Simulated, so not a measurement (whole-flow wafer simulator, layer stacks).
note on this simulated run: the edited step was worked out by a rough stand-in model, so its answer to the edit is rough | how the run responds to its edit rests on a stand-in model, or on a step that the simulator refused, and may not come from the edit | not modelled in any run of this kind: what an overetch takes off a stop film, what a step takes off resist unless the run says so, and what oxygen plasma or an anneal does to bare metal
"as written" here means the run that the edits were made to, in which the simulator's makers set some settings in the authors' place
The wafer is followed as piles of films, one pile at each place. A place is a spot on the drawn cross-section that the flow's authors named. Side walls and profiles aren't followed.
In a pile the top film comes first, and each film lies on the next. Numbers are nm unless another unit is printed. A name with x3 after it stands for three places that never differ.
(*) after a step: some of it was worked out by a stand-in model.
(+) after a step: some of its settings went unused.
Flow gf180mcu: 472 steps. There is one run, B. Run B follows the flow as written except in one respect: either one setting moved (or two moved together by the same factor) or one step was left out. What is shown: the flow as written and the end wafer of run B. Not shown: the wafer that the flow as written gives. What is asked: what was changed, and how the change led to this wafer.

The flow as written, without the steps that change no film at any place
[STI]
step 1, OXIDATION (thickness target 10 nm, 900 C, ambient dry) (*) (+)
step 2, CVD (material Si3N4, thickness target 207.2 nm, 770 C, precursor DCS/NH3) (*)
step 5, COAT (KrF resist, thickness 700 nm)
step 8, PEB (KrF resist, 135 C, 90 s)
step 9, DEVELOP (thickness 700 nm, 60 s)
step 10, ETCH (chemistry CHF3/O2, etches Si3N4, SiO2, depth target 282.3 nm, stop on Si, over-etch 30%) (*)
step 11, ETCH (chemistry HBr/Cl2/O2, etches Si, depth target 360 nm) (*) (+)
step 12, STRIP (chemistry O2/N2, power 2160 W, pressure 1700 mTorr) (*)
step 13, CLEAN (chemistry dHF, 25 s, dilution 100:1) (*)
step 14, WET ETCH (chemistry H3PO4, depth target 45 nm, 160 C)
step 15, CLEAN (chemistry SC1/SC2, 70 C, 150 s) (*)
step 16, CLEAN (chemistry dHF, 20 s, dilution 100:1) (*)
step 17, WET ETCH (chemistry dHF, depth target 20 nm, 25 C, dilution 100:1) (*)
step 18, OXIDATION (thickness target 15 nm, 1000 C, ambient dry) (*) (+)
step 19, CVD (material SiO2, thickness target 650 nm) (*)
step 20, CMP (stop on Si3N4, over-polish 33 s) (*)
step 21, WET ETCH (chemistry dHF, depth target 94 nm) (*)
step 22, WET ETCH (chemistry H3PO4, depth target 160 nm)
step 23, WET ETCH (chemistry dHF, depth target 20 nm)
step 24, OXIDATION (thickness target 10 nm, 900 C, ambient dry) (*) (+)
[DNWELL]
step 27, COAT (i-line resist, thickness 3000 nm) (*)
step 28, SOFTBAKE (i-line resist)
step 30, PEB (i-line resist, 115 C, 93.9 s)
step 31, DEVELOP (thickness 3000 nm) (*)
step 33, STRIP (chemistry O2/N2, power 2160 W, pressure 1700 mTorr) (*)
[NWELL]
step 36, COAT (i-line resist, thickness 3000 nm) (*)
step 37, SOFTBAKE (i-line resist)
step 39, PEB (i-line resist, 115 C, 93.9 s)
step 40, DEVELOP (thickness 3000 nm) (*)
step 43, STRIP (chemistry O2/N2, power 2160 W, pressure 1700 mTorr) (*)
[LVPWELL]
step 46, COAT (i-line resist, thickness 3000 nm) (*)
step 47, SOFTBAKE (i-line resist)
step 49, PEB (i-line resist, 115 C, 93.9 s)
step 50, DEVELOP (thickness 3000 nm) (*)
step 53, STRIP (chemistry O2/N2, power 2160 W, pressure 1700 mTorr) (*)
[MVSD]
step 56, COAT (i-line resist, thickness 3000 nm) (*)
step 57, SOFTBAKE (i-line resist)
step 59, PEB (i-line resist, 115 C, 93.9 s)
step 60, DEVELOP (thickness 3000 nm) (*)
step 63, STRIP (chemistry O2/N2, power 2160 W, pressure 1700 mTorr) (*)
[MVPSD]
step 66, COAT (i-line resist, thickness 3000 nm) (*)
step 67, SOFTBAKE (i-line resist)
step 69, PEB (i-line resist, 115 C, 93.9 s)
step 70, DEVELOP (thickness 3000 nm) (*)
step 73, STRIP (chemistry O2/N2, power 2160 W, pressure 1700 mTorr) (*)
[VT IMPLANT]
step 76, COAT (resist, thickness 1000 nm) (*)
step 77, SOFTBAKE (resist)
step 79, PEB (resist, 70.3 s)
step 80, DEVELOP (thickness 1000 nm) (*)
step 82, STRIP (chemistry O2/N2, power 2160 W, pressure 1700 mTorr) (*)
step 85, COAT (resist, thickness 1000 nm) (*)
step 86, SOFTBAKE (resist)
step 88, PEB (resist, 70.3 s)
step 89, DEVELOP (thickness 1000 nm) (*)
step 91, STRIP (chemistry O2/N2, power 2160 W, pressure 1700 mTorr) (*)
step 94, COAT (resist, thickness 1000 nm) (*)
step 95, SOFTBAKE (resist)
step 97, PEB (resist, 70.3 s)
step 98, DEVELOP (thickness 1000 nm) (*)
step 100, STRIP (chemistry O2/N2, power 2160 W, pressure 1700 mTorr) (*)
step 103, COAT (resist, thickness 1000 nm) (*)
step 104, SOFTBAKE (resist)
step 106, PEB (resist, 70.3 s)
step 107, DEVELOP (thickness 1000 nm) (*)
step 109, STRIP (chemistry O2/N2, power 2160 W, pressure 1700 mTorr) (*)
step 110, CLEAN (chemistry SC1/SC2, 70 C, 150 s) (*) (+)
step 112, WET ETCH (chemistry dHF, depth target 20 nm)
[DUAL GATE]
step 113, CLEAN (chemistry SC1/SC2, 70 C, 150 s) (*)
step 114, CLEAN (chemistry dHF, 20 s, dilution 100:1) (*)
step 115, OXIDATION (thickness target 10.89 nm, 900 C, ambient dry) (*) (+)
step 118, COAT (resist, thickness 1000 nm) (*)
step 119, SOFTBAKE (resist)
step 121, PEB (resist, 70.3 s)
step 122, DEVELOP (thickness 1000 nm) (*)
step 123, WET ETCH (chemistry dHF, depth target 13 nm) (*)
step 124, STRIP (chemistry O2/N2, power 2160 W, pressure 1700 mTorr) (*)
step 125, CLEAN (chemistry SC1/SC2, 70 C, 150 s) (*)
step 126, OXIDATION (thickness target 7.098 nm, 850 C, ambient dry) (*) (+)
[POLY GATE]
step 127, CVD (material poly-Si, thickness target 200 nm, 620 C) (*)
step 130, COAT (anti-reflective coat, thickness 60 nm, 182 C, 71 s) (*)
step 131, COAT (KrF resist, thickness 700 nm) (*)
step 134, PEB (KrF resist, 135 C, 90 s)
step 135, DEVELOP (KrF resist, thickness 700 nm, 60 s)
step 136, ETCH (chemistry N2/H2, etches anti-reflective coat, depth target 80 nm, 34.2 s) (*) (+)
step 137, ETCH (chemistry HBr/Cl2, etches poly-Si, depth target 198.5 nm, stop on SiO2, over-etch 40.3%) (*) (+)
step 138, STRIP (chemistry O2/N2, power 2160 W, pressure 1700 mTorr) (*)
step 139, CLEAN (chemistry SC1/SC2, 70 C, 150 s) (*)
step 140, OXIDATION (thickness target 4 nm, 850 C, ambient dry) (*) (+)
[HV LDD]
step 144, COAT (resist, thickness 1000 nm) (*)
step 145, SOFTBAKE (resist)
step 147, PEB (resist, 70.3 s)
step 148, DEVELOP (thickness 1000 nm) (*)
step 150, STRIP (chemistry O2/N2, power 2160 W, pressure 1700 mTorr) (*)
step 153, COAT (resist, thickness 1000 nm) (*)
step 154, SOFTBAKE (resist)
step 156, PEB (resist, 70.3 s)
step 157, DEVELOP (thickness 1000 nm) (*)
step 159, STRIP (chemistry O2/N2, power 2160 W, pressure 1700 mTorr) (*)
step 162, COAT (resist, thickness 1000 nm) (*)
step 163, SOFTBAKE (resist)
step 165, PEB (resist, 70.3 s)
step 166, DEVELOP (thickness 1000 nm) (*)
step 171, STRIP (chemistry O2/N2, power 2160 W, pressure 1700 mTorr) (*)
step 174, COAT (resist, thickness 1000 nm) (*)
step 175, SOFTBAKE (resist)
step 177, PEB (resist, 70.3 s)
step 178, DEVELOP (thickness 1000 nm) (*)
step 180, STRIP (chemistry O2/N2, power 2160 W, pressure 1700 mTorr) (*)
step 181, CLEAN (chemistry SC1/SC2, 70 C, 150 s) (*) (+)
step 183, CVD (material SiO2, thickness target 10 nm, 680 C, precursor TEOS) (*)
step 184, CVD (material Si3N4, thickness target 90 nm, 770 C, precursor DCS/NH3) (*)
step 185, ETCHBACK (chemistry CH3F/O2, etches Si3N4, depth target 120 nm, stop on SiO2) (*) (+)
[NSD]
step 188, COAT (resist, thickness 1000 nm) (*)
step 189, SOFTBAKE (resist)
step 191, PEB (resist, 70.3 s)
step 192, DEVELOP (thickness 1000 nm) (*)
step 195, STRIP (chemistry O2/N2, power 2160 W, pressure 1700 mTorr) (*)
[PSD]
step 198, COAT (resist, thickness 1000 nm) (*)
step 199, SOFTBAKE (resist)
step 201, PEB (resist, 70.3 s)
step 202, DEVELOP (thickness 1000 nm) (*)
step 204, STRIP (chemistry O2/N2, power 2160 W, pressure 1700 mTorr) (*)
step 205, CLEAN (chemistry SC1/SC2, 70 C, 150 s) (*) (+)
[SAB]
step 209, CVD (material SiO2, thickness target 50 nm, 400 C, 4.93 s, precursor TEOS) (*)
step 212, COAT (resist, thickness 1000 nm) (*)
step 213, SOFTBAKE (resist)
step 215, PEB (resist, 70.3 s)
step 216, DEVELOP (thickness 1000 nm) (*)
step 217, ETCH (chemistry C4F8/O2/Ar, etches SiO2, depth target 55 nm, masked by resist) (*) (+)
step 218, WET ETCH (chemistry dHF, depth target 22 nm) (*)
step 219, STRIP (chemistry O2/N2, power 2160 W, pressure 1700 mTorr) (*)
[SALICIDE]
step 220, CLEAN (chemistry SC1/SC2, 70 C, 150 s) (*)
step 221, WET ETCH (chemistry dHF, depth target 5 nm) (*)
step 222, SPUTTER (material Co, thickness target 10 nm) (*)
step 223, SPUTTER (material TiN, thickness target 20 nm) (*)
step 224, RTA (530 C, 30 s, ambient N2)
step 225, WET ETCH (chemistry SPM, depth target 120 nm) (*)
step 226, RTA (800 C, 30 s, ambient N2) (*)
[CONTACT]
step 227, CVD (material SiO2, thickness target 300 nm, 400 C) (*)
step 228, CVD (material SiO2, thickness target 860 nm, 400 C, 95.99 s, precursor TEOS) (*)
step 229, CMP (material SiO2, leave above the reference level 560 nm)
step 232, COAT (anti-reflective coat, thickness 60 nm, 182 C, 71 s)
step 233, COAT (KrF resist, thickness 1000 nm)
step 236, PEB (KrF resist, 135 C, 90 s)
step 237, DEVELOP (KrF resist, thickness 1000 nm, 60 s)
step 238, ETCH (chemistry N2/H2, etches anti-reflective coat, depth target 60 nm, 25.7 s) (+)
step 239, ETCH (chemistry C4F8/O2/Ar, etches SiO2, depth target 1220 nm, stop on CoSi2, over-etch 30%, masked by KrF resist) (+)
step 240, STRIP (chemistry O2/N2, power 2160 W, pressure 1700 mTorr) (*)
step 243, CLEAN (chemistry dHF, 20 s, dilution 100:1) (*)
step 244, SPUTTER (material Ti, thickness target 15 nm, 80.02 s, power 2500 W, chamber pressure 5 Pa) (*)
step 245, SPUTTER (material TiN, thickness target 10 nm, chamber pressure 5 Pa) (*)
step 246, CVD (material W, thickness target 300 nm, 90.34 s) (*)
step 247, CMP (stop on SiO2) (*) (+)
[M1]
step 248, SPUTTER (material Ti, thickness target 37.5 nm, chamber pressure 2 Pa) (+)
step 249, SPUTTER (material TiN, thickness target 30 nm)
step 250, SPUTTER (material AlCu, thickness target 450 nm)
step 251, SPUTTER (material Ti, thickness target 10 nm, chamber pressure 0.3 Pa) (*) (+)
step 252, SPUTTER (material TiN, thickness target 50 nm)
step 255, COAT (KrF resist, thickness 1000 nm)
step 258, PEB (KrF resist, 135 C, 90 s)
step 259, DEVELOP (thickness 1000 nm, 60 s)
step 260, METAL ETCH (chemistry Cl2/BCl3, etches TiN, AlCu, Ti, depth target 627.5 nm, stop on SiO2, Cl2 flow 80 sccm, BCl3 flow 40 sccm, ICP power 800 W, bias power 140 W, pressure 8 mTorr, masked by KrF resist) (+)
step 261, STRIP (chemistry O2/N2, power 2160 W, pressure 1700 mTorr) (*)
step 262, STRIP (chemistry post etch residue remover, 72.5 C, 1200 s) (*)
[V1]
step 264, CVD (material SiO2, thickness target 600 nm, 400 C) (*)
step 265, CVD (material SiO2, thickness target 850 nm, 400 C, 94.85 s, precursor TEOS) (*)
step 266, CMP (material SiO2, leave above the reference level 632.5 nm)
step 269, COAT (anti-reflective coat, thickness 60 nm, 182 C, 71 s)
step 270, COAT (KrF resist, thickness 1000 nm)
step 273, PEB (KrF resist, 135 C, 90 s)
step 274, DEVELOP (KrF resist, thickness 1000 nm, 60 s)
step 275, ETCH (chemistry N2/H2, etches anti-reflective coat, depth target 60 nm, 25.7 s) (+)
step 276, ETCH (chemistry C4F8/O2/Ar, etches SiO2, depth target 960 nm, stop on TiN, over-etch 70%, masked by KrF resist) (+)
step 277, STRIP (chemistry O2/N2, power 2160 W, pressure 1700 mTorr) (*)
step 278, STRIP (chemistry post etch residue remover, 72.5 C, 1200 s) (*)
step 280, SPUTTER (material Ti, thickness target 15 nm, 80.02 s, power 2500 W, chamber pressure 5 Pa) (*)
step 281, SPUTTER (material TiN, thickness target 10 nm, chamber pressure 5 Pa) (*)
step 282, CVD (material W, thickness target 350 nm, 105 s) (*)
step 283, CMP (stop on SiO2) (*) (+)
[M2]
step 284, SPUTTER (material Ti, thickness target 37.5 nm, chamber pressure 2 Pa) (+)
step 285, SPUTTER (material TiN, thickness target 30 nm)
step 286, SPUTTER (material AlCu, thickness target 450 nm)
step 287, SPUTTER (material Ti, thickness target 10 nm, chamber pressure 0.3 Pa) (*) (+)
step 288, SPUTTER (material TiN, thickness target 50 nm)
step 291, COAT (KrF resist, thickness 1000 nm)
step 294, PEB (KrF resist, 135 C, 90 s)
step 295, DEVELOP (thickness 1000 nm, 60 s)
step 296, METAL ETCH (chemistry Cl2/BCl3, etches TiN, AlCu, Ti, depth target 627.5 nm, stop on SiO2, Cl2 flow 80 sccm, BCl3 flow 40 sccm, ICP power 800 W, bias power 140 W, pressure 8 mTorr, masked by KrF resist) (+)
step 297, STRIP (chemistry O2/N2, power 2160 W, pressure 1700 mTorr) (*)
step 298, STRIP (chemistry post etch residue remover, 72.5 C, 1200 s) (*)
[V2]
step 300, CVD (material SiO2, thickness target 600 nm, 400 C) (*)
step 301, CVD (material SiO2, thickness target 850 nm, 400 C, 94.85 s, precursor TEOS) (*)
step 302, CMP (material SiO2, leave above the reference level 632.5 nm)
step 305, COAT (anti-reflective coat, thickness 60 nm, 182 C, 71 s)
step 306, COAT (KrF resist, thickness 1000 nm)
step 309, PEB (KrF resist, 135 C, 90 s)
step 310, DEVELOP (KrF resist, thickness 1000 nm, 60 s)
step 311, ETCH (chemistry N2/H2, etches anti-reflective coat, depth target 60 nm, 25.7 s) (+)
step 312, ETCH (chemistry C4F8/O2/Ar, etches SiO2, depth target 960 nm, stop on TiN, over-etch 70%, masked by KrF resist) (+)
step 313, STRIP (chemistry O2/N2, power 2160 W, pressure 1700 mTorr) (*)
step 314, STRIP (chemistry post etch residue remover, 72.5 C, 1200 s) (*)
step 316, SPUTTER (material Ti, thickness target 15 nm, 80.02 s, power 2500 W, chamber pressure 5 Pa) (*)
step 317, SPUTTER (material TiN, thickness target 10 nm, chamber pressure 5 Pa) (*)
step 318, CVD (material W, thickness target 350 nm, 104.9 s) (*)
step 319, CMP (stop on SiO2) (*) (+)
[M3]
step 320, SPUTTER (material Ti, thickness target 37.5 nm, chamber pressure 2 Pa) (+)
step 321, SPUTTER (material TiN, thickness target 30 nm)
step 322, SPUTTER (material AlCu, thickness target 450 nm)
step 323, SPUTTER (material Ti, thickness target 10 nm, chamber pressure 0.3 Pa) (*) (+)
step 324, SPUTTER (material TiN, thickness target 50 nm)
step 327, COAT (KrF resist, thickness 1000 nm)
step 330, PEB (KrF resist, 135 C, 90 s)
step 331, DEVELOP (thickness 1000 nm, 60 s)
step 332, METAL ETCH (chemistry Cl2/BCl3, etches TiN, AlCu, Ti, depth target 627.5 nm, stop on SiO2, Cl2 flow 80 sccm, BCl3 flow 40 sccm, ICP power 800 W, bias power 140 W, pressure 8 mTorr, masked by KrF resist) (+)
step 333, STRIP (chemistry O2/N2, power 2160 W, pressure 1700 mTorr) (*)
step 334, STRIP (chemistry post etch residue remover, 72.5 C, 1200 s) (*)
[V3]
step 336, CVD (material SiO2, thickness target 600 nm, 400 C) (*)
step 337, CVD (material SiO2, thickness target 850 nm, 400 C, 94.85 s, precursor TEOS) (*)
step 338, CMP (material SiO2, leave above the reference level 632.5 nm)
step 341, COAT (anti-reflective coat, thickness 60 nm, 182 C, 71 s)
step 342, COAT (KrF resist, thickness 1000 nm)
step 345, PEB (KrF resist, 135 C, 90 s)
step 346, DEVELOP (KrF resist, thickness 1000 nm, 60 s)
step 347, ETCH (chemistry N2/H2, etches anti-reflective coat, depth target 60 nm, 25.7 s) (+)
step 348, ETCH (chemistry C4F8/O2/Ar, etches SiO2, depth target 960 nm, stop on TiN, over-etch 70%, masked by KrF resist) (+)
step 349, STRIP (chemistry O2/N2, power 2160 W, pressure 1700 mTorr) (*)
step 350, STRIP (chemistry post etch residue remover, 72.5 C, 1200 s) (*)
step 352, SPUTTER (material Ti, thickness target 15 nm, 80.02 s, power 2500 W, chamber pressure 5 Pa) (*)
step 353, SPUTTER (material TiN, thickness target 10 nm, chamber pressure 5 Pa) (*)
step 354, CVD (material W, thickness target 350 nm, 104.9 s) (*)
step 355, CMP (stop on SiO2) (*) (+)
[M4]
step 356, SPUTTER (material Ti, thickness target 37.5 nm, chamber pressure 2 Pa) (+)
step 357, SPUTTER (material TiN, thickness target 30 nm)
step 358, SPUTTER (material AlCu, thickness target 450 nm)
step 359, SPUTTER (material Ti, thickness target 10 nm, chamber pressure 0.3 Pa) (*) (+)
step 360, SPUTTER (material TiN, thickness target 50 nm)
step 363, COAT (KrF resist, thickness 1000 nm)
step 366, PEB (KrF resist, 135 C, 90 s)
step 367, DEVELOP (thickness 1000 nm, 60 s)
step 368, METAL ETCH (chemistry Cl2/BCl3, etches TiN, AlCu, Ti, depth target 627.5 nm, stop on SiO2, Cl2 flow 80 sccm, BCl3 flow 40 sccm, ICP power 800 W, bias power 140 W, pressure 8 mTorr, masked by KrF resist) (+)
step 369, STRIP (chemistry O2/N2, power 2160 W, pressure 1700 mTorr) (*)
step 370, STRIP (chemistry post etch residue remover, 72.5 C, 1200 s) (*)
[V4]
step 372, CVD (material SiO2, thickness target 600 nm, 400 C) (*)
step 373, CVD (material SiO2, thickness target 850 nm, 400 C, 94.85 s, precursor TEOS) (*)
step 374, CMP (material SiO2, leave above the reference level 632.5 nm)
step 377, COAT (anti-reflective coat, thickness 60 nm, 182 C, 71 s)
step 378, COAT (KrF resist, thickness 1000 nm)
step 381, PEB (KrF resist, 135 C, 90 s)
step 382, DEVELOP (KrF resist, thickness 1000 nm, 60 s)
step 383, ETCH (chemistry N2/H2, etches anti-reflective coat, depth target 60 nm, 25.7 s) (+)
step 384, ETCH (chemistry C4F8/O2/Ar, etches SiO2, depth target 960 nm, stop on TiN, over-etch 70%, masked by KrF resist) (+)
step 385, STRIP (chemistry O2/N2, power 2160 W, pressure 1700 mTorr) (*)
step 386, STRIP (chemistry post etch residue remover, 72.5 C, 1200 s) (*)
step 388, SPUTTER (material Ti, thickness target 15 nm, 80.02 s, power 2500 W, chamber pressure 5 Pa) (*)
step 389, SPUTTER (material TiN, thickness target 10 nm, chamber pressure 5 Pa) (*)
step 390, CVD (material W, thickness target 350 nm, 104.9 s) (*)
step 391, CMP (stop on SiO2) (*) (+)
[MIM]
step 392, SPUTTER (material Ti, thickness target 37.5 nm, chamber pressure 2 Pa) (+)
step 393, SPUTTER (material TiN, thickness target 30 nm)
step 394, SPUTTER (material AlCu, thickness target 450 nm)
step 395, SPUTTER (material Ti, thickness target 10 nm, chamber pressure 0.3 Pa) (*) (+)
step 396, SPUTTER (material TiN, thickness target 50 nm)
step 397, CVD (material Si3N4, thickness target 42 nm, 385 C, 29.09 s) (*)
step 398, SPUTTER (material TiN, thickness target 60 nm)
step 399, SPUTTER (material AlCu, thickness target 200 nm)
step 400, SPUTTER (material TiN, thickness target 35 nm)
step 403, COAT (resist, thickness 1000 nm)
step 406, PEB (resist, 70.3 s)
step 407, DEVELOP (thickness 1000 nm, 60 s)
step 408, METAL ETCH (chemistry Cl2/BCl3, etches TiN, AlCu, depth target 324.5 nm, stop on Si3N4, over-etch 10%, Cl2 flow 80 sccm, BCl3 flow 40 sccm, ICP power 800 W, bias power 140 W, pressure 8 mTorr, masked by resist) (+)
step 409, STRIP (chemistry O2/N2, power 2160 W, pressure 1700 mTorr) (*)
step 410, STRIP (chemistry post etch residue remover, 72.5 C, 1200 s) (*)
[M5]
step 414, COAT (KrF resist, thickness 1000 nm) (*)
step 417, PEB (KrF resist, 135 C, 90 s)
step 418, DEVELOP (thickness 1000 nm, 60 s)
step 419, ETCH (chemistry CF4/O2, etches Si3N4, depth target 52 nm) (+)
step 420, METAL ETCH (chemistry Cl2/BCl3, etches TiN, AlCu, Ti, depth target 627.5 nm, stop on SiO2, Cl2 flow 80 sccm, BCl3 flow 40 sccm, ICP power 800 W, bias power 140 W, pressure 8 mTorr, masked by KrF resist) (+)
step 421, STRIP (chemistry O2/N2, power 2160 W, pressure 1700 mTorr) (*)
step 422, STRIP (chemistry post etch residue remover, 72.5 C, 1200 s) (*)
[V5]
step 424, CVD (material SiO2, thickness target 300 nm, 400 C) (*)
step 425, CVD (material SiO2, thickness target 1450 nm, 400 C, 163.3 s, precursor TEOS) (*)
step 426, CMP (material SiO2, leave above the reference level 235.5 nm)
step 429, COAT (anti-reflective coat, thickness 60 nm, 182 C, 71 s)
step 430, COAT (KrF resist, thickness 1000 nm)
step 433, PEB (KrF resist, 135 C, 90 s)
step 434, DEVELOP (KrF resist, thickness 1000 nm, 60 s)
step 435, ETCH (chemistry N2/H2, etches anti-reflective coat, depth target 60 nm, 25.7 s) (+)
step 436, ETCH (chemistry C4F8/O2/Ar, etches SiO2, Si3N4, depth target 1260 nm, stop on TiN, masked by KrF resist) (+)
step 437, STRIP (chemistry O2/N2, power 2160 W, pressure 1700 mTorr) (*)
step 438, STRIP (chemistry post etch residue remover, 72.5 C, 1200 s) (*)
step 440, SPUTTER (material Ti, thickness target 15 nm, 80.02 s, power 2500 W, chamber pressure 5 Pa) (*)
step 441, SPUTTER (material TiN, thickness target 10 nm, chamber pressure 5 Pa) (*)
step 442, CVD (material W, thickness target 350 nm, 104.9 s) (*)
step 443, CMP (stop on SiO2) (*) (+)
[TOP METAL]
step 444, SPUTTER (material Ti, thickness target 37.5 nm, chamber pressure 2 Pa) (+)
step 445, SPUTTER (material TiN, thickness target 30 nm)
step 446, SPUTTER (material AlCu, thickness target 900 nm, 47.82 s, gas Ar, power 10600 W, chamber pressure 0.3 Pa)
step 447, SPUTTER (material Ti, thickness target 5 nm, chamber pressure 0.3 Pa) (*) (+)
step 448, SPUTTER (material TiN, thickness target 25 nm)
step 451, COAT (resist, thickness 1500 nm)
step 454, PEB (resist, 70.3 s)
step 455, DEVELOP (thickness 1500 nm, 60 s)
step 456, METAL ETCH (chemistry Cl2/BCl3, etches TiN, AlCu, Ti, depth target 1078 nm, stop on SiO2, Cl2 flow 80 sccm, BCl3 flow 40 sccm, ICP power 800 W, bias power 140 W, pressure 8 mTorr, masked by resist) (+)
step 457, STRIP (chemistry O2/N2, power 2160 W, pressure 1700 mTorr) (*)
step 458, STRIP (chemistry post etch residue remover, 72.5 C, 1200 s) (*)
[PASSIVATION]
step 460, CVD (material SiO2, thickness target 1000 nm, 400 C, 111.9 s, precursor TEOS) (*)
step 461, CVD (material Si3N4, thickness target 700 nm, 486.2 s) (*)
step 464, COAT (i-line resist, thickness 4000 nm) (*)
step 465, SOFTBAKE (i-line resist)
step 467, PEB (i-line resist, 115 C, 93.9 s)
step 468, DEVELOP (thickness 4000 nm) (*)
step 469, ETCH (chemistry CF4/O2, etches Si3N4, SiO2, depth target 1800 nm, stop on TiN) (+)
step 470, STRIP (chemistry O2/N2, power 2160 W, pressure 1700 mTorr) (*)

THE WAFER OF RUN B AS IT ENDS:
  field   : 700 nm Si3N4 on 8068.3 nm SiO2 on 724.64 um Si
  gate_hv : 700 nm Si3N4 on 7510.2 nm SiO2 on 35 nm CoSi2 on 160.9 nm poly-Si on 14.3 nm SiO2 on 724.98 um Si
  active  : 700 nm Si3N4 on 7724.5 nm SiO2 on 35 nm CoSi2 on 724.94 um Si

What caused this: step 227, CVD: thickness target 141 nm was run, though the flow has thickness target 300 nm.

Step by step, how the change led to this:
  step 227, CVD (material SiO2, thickness target 300 nm, 400 C) (*)
      field, field__w1, field__w2 and 58 more: +141 SiO2 (in the flow as written it would be: +300 SiO2)
      active, p_well, gate and 47 more: +141 SiO2 (new film) (in the flow as written it would be: +300 SiO2 (new film))
  step 228, CVD (material SiO2, thickness target 860 nm, 400 C, 95.99 s, precursor TEOS) (*)
      field__w3, field__w12: +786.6 SiO2 (in the flow as written it would be: +807.3 SiO2)
      field__w2: +791.3 SiO2 (in the flow as written it would be: +810.7 SiO2)
  step 229, CMP (material SiO2, leave above the reference level 560 nm)
      ld_drift_p, ld_drn_p: -439.4 SiO2 (in the flow as written it would be: -425.8 SiO2)
      nw_enc_fld_lv__w1, nw_enc_fld_lv__w4: -322.2 SiO2 (in the flow as written it would be: -332.2 SiO2)
      (and at 8 other places as well)
  step 239, ETCH (chemistry C4F8/O2/Ar, etches SiO2, depth target 1220 nm, stop on CoSi2, over-etch 30%, masked by KrF resist) (+)
      field, field__w1, field__w2 and 105 more: -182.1 KrF resist (in the flow as written it would be: -223.5 KrF resist)
      polyc_n, polyc_p: -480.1 SiO2 (all of it) (in the flow as written it would be: -639.1 SiO2 (all of it))
      (and at 1 other place as well)
  step 240, STRIP (chemistry O2/N2, power 2160 W, pressure 1700 mTorr) (*)
      field, field__w1, field__w2 and 105 more: -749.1 KrF resist (all of it), -60 anti-reflective coat (all of it) (in the flow as written it would be: -707.7 KrF resist (all of it), -60 anti-reflective coat (all of it))
  step 244, SPUTTER (material Ti, thickness target 15 nm, 80.02 s, power 2500 W, chamber pressure 5 Pa) (*)
      contact: +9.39 Ti (new film) (in the flow as written it would be: +8.55 Ti (new film))
  step 245, SPUTTER (material TiN, thickness target 10 nm, chamber pressure 5 Pa) (*)
      contact: +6 TiN (new film) (in the flow as written it would be: +5.48 TiN (new film))
  step 246, CVD (material W, thickness target 300 nm, 90.34 s) (*)
      polyc_n, polyc_p: +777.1 W (new film) (in the flow as written it would be: +936.1 W (new film))
      contact: +1007.1 W (new film) (in the flow as written it would be: +1167.5 W (new film))
